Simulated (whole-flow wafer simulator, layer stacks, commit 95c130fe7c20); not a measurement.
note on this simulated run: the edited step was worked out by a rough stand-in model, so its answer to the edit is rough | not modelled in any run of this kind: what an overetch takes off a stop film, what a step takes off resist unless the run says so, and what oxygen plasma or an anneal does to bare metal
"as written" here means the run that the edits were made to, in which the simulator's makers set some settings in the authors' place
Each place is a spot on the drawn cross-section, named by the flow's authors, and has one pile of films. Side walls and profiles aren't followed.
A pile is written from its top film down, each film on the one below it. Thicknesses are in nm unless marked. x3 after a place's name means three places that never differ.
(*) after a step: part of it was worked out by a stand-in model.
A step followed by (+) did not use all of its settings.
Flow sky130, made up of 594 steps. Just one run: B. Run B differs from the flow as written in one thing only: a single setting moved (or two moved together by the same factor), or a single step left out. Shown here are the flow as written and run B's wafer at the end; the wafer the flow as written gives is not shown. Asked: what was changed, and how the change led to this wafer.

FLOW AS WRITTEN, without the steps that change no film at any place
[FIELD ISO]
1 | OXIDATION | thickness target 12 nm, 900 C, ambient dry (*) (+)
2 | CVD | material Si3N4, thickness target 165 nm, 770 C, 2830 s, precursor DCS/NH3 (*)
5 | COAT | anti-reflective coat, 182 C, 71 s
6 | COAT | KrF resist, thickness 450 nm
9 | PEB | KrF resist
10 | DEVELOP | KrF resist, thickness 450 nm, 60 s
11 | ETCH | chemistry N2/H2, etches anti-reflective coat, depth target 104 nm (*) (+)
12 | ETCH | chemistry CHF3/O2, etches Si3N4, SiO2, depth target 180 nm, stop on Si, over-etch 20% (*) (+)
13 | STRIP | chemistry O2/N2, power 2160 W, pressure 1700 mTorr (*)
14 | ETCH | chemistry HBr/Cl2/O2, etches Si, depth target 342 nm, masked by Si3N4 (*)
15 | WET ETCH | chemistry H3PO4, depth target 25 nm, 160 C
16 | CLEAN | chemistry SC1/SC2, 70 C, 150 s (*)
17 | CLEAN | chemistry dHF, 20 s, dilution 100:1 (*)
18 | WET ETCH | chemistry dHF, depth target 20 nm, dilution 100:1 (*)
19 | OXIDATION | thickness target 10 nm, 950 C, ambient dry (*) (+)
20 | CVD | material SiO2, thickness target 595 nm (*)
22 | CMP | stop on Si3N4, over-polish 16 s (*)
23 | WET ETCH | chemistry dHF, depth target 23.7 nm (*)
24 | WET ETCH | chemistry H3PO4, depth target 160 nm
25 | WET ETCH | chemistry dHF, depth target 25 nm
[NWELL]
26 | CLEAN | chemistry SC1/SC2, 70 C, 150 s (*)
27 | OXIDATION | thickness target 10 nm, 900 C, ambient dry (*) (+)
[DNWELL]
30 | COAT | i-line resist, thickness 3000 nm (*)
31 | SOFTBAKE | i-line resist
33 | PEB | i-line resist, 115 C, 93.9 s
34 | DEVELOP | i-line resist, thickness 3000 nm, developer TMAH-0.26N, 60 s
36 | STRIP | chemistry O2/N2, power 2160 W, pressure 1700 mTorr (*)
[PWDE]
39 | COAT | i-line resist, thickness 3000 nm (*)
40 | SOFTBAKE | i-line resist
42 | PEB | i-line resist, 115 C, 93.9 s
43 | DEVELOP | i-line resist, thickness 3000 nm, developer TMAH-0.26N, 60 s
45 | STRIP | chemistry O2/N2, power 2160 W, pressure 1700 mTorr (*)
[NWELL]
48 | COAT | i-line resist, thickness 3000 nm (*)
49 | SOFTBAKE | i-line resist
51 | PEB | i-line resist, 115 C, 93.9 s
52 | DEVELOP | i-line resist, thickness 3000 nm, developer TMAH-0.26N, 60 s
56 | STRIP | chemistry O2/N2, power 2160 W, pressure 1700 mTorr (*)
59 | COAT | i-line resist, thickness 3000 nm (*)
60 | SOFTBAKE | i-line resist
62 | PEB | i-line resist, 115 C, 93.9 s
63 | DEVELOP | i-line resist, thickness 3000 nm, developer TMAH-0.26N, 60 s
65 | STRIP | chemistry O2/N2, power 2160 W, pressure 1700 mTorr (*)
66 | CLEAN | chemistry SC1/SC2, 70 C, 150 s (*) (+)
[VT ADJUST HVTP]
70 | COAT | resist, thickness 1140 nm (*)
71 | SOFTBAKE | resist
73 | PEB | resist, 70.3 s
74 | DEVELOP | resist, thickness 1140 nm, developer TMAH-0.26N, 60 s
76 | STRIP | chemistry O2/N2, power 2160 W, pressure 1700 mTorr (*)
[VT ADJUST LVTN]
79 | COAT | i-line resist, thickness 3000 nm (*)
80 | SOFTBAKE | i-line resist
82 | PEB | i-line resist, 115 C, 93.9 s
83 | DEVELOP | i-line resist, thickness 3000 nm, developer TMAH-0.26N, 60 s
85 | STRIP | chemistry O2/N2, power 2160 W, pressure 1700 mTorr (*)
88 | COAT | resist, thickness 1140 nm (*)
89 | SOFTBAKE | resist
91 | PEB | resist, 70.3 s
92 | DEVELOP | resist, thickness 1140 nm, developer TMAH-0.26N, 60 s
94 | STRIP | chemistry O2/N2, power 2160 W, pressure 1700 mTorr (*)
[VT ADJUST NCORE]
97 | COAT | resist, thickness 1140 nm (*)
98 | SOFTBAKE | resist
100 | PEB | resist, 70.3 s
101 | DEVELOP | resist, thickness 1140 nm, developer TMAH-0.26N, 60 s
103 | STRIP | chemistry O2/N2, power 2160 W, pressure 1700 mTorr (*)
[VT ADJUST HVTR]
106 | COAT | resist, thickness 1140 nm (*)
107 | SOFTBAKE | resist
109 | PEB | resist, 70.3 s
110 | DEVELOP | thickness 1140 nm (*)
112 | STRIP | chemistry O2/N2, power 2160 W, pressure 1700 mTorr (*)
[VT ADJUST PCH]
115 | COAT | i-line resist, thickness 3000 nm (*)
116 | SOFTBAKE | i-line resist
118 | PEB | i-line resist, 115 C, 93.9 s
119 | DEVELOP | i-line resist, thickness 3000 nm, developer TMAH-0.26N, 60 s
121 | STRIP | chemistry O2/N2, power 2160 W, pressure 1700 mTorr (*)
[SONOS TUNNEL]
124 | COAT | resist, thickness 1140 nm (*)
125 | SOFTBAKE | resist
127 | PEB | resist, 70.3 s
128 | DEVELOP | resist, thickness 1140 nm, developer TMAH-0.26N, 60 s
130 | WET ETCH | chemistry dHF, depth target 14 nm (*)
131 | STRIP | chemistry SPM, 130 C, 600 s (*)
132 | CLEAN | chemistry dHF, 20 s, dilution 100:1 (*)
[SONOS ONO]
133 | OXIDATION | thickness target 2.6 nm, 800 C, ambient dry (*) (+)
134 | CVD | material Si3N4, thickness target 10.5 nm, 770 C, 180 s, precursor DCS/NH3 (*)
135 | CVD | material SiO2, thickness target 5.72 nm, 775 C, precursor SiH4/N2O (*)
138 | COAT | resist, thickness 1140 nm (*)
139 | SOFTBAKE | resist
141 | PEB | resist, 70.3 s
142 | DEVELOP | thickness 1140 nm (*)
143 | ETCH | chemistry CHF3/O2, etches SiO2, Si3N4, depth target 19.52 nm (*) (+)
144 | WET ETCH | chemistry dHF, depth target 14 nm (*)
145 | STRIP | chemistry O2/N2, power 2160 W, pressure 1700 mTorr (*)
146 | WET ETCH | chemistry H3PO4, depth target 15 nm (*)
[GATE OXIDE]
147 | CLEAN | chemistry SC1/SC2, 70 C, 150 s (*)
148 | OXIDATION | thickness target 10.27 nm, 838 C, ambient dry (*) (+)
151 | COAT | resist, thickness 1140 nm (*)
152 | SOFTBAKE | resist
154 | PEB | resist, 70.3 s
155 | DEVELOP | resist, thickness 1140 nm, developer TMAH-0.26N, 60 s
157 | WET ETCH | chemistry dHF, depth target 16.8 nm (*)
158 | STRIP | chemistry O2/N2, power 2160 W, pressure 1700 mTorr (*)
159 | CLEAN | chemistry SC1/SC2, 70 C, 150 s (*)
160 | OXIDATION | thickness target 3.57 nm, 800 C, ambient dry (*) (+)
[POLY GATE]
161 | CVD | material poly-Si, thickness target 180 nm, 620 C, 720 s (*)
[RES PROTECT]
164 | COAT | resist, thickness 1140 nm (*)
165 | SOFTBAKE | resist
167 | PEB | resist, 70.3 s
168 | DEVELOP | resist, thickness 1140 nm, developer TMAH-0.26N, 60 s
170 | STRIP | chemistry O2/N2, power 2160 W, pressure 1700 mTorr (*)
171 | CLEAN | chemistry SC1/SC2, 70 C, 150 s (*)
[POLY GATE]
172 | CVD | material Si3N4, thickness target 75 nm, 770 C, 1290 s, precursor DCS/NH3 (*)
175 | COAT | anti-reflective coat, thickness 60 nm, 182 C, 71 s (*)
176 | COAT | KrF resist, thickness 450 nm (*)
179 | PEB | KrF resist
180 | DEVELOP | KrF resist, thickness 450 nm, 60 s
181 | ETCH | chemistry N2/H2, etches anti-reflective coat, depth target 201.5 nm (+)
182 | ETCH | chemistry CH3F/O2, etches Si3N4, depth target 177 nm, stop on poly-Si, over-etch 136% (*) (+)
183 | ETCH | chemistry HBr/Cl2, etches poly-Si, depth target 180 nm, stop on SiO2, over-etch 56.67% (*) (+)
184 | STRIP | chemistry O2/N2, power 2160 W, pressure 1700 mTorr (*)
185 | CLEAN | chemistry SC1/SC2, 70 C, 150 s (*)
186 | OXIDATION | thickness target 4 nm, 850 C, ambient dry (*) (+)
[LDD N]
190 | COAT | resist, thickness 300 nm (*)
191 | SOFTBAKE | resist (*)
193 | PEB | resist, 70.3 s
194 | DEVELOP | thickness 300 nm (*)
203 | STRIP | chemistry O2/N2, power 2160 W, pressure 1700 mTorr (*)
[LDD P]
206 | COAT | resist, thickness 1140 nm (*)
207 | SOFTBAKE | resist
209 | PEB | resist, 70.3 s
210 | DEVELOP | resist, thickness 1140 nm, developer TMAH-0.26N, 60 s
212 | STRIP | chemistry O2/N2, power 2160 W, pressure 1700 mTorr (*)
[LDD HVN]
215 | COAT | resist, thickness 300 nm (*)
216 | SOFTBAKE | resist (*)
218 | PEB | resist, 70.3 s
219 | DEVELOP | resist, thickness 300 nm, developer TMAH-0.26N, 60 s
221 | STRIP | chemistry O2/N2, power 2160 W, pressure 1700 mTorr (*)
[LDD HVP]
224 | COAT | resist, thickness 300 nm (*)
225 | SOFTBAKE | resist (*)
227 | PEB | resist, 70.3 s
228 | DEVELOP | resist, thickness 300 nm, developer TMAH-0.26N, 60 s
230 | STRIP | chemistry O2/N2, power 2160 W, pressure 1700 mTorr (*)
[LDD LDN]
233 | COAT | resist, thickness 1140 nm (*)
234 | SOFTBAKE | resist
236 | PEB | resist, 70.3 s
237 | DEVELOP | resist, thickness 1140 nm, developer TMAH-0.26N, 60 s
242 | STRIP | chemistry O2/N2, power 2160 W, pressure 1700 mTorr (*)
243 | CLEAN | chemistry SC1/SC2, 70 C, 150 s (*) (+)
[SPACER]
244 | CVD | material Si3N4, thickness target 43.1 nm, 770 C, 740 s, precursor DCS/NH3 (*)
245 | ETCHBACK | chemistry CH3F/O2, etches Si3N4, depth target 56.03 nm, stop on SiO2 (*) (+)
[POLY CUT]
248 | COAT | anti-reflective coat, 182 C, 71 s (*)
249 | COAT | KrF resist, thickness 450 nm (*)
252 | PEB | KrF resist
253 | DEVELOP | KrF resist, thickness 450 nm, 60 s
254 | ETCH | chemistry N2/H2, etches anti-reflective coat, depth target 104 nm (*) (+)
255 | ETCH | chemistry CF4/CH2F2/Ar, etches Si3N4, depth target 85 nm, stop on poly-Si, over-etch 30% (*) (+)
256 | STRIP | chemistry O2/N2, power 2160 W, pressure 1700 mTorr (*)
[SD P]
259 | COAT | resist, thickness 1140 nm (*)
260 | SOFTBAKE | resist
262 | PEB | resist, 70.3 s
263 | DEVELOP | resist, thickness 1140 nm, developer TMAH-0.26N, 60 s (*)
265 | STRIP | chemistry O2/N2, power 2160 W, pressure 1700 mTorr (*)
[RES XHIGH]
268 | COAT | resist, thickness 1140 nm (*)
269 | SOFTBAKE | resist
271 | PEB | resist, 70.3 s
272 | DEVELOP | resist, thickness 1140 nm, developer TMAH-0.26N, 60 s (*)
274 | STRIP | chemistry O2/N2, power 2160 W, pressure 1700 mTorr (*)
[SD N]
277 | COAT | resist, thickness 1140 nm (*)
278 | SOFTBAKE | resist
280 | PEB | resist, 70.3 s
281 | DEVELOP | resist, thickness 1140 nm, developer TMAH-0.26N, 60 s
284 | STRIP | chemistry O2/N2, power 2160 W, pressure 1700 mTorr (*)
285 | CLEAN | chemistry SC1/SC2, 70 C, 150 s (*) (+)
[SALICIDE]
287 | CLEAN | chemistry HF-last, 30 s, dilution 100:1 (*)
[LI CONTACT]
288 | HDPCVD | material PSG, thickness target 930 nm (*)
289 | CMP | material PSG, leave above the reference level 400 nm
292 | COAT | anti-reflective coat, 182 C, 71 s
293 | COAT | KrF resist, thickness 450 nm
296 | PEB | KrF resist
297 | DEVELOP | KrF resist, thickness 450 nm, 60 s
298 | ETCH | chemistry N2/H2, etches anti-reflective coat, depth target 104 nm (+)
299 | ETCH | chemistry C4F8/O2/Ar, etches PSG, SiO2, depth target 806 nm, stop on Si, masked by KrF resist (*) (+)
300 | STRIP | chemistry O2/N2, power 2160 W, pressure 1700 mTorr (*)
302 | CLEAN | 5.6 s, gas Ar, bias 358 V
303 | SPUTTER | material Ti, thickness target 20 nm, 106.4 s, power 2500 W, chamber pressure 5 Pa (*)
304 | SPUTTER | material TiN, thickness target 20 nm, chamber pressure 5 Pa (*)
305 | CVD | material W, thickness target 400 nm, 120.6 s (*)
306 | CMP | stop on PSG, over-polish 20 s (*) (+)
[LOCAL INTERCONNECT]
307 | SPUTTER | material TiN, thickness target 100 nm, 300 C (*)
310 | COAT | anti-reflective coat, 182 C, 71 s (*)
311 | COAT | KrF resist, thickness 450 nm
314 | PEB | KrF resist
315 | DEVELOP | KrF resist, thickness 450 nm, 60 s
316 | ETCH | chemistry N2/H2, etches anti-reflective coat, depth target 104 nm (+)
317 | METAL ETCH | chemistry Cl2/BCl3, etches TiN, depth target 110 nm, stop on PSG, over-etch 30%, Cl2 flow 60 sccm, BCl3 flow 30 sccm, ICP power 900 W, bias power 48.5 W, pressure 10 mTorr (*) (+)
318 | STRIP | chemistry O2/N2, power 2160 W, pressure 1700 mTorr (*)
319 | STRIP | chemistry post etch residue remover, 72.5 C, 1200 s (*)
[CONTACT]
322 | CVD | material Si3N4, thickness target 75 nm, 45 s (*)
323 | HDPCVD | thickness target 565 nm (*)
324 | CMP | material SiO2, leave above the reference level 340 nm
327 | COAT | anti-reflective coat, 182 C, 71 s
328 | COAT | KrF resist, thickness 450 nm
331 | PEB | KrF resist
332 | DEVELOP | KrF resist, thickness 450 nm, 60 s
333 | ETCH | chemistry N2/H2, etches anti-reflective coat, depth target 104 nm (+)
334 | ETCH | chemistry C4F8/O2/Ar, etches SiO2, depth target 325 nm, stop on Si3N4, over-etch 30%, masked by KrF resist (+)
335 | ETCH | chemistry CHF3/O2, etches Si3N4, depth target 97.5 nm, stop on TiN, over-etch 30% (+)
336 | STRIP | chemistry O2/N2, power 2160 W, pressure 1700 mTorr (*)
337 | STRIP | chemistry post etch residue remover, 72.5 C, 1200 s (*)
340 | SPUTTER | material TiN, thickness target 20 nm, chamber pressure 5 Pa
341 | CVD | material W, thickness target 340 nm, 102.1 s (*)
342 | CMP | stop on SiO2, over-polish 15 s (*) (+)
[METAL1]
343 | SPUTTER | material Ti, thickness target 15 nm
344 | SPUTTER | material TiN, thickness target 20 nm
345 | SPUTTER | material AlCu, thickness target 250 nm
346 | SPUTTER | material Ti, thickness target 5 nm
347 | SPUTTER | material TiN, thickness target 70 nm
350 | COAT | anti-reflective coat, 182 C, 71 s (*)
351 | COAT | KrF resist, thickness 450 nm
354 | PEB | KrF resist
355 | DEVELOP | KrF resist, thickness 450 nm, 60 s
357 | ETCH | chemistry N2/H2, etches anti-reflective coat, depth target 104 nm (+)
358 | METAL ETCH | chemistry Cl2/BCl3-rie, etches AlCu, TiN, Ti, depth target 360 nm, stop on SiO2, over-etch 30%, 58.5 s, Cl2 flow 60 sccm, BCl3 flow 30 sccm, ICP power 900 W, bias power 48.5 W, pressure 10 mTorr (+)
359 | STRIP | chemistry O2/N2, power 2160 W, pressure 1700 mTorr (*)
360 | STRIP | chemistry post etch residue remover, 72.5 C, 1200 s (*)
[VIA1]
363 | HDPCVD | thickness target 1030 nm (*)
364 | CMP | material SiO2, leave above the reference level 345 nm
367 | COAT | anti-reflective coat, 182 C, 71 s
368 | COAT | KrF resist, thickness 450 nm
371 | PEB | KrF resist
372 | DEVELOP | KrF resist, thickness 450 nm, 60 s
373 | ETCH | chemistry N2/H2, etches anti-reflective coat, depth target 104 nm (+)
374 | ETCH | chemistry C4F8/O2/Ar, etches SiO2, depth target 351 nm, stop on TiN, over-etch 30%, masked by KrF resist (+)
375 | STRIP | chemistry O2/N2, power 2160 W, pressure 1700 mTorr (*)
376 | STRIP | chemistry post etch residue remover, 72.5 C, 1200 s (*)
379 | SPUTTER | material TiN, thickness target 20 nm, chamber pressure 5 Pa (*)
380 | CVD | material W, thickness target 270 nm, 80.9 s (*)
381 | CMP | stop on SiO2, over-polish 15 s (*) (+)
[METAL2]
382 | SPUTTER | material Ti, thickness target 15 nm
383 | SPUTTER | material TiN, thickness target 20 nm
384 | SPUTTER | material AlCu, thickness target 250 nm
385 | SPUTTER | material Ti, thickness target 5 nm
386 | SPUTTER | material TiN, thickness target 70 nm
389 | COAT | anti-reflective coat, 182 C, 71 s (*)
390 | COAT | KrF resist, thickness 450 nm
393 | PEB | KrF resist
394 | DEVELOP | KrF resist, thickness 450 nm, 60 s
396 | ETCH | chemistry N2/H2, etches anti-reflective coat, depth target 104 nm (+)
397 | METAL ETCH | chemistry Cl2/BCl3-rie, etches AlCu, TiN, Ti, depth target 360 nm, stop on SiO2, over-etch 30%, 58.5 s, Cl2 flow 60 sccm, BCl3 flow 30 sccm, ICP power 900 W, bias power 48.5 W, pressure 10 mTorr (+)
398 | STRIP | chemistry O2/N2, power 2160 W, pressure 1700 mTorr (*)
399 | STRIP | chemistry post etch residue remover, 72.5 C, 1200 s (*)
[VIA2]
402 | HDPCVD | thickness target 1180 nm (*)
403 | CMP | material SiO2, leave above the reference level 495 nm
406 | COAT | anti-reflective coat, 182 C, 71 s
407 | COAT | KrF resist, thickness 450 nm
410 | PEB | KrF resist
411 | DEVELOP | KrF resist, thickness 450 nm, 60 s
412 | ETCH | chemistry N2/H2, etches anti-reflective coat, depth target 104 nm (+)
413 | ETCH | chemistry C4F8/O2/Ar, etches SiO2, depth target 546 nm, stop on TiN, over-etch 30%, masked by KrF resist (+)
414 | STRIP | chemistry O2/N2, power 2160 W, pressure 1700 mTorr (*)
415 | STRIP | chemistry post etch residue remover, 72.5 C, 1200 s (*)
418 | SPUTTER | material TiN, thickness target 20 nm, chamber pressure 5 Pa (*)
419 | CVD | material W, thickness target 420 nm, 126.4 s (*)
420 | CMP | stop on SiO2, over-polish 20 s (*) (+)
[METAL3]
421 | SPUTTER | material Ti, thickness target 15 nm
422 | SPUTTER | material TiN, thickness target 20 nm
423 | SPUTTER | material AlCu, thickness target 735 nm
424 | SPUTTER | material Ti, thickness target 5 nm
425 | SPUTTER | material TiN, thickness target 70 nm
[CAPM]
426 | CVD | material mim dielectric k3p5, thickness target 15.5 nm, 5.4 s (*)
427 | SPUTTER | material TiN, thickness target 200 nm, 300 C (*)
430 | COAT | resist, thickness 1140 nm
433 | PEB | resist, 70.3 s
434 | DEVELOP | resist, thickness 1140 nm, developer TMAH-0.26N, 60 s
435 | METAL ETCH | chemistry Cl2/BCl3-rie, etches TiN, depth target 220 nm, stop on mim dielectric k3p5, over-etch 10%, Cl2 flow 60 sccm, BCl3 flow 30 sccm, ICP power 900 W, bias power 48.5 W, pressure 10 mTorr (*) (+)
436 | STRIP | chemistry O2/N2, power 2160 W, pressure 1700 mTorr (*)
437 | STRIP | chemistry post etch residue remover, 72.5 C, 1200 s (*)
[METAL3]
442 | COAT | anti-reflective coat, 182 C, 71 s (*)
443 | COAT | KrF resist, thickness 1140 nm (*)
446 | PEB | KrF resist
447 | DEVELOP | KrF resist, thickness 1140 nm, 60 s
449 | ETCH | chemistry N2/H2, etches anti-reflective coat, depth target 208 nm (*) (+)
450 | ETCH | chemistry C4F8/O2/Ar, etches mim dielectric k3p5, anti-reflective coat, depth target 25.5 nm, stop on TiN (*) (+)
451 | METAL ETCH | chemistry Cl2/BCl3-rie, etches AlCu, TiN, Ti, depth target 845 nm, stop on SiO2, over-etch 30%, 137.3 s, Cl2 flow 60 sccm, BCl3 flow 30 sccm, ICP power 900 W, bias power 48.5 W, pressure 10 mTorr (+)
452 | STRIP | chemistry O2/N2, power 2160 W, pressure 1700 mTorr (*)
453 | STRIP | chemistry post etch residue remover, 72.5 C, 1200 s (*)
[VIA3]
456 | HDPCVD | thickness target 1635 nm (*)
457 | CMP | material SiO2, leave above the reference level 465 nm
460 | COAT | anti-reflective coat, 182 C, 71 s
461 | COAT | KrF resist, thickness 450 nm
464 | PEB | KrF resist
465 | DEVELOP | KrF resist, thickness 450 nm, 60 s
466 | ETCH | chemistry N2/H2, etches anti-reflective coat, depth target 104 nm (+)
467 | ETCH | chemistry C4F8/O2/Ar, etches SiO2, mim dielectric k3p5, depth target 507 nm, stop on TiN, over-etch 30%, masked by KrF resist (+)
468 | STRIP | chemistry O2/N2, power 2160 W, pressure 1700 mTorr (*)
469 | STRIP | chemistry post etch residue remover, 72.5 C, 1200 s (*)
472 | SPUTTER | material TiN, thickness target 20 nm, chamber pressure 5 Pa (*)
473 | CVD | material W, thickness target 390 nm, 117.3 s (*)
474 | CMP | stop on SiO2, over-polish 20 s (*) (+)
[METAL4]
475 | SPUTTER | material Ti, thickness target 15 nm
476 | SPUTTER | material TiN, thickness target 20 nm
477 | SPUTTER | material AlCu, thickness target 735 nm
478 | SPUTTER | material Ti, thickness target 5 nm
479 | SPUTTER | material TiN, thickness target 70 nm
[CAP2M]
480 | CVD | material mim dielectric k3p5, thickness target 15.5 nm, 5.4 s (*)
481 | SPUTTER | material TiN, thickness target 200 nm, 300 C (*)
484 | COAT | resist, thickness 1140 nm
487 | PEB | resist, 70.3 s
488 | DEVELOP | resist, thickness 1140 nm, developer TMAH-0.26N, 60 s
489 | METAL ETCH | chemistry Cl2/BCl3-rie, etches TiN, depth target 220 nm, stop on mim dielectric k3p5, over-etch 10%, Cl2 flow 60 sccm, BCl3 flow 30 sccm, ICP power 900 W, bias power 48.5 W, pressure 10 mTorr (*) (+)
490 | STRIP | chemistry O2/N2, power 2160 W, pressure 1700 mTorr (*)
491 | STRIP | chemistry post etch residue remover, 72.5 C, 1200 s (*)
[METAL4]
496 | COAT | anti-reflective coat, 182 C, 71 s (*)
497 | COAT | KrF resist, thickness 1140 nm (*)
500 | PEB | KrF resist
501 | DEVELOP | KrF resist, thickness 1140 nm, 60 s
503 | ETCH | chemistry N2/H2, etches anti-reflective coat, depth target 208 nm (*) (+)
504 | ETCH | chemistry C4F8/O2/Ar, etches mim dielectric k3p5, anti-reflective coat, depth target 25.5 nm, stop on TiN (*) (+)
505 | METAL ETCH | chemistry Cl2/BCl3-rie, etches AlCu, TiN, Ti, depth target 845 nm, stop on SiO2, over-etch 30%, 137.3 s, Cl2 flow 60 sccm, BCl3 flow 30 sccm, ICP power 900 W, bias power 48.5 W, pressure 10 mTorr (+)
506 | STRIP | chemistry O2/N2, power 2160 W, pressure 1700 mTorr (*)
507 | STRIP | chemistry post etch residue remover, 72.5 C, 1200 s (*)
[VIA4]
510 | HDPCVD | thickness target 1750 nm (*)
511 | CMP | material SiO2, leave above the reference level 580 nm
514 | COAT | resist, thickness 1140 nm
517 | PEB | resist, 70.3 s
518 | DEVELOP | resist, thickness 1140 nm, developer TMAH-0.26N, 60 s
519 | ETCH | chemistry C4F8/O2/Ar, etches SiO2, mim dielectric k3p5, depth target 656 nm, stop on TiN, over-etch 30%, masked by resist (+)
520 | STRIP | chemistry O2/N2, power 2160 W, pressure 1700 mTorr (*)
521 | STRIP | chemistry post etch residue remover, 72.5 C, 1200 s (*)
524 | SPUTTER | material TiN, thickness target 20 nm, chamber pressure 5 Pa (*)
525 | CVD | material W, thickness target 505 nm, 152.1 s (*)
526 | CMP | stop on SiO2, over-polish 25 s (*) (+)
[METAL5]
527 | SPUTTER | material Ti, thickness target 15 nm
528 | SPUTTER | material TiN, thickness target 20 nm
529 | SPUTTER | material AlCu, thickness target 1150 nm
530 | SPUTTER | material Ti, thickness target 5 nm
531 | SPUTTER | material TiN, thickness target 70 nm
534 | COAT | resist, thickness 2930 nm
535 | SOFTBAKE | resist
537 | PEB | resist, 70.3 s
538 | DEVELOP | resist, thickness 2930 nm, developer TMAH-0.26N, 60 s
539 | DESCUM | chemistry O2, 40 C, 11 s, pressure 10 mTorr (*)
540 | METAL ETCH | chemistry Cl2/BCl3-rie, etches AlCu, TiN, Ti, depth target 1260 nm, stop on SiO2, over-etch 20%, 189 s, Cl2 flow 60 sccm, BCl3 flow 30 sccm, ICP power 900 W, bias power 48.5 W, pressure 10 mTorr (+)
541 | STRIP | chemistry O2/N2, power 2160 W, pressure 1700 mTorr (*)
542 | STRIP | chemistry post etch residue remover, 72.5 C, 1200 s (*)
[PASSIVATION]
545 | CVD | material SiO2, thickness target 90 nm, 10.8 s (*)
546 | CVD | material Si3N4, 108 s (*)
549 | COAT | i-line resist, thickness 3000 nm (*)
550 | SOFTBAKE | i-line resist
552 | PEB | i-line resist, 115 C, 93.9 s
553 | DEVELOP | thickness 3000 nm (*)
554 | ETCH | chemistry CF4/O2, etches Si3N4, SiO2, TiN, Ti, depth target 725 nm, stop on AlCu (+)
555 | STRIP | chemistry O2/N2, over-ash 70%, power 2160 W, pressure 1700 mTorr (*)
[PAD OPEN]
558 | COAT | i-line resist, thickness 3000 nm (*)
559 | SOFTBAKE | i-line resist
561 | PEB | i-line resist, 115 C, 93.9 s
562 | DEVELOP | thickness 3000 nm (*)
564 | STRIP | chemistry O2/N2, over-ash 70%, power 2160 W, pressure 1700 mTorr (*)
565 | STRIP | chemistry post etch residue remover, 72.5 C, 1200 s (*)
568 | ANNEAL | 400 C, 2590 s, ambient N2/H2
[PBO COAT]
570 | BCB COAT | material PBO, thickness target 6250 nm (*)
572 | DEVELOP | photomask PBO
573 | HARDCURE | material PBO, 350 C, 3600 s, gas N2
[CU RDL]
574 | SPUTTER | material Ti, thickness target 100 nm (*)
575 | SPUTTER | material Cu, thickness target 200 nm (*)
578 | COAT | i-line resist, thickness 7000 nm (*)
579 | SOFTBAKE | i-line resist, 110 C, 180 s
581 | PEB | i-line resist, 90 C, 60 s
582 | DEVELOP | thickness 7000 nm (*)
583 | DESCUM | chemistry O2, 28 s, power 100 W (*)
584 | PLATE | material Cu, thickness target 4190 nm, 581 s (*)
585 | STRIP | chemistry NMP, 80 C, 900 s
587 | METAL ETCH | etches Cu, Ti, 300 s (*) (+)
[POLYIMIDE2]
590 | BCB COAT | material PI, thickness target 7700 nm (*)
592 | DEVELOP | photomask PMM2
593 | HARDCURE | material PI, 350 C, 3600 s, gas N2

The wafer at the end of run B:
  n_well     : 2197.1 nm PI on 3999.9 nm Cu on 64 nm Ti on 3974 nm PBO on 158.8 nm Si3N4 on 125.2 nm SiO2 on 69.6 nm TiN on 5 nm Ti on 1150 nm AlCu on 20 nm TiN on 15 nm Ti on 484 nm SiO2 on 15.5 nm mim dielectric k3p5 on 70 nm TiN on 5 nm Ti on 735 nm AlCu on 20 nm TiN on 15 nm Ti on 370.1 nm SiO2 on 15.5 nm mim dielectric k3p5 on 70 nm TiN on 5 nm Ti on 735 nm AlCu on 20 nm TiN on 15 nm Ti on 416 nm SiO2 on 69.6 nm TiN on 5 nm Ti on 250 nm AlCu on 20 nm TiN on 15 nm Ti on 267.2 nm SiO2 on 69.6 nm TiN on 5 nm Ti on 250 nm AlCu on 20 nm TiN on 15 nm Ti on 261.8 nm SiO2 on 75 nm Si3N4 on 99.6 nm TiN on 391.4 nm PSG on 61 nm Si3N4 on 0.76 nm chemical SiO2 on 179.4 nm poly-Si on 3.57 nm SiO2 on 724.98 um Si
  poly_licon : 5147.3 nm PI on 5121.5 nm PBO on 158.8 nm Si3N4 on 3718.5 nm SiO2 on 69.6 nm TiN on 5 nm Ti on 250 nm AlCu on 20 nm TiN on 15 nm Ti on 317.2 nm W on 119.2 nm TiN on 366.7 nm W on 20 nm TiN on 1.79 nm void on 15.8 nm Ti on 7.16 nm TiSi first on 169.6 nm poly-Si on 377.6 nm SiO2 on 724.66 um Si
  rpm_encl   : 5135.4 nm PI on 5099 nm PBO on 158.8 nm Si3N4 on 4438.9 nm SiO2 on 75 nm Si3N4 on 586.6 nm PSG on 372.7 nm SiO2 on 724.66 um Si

The reason: step 574, SPUTTER: thickness target 64 nm was run, while the flow as written has thickness target 100 nm.
The wafer itself shows it: n_well has Ti 64, and step 574 as written asks for 100 nm.

How this came from the change, step by step:
  574 | SPUTTER | material Ti, thickness target 100 nm (*)
      field, active, n_well and 190 more: Ti gains 64 (new film) (in the flow as written it would be: Ti gains 100 (new film))
  587 | METAL ETCH | etches Cu, Ti, 300 s (*) (+)
      field, active, gate and 167 more: Cu loses 200 (all of it), Ti loses 64 (all of it) (in the flow as written it would be: Cu loses 200 (all of it), Ti loses 100 (all of it))
  590 | BCB COAT | material PI, thickness target 7700 nm (*)
      de16_gate_nw: PI gains 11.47 um (new film) (in the flow as written it would be: PI gains 11.5 um (new film))
